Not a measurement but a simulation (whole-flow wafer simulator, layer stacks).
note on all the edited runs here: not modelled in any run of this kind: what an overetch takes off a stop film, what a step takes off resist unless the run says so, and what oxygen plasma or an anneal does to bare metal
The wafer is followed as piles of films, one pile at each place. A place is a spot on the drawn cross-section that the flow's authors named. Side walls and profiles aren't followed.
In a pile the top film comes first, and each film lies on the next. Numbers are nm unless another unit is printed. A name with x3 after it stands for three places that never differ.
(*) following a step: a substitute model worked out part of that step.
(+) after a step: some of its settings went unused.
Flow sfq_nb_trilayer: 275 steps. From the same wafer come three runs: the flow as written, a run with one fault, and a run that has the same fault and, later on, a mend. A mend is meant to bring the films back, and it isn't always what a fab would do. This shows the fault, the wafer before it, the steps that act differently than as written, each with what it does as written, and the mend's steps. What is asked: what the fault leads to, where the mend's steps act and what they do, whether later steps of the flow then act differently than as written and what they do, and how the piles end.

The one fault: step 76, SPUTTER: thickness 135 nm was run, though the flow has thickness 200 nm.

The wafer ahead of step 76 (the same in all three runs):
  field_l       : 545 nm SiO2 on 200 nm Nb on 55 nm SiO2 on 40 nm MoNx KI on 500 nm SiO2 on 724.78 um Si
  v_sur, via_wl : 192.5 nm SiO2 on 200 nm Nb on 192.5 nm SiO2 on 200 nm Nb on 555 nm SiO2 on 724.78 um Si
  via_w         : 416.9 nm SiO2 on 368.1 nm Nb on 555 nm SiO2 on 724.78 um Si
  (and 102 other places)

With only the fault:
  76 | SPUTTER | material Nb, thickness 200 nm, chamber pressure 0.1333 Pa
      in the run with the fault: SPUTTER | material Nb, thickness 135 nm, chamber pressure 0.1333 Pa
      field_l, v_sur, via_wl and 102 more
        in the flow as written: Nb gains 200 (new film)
        in the run with the fault: Nb gains 135 (new film)
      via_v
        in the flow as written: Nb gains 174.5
        in the run with the fault: Nb gains 118.5
  Steps later in the flow that act otherwise than as written (not shown: 4 more steps that differ only slightly, by at most 2% or 0.5 nm, whichever is larger):
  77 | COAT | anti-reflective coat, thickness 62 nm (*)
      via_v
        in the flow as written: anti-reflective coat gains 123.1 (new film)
        in the run with the fault: anti-reflective coat gains 120.2 (new film)
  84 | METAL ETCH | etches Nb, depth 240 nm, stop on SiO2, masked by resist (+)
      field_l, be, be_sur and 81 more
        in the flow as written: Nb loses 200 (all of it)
        in the run with the fault: Nb loses 135 (all of it)
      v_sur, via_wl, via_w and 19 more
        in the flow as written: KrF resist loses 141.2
        in the run with the fault: KrF resist loses 119.1
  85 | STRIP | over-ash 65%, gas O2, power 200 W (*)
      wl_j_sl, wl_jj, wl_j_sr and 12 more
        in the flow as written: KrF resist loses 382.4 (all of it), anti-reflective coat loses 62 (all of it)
        in the run with the fault: KrF resist loses 404.4 (all of it), anti-reflective coat loses 62 (all of it)
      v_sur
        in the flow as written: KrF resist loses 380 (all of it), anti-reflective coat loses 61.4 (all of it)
        in the run with the fault: KrF resist loses 402.2 (all of it), anti-reflective coat loses 61.4 (all of it)
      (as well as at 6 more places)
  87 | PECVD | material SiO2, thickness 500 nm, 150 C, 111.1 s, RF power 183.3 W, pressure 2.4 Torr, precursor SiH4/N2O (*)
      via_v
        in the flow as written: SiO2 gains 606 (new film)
        in the run with the fault: SiO2 gains 590.4 (new film)
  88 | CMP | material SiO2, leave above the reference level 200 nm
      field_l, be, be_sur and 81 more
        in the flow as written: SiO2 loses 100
        in the run with the fault: SiO2 loses 165
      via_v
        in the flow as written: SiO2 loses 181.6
        in the run with the fault: SiO2 loses 175
  By the end, the piles at field_l, v_sur, via_wl and 102 more depart from the flow's by more than 2% or 0.5 nm, whichever is larger.
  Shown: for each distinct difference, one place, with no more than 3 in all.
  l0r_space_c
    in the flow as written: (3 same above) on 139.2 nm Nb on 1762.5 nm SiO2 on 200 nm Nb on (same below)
    in the run with the fault: (3 same above) on 139.2 nm Nb on 1697.5 nm SiO2 on 200 nm Nb on (same below)
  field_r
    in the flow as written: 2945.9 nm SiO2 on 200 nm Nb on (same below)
    in the run with the fault: 2880.9 nm SiO2 on 200 nm Nb on (same below)
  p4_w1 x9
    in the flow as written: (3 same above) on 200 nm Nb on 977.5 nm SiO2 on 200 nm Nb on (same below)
    in the run with the fault: (3 same above) on 200 nm Nb on 912.5 nm SiO2 on 200 nm Nb on (same below)

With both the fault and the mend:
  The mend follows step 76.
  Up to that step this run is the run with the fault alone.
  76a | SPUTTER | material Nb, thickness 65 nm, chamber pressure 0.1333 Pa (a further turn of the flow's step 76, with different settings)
      field_l, v_sur, via_wl and 102 more
        Nb gains 65
      via_v
        Nb gains 51.6
  Later steps of the flow that are run all act as written at every place that is followed, up to a difference of at most 2% or 0.5 nm, whichever is larger.
  When the end is reached, the piles differ only a little from the flow's at the places that both follow, at most by 2% or 0.5 nm, whichever is larger.
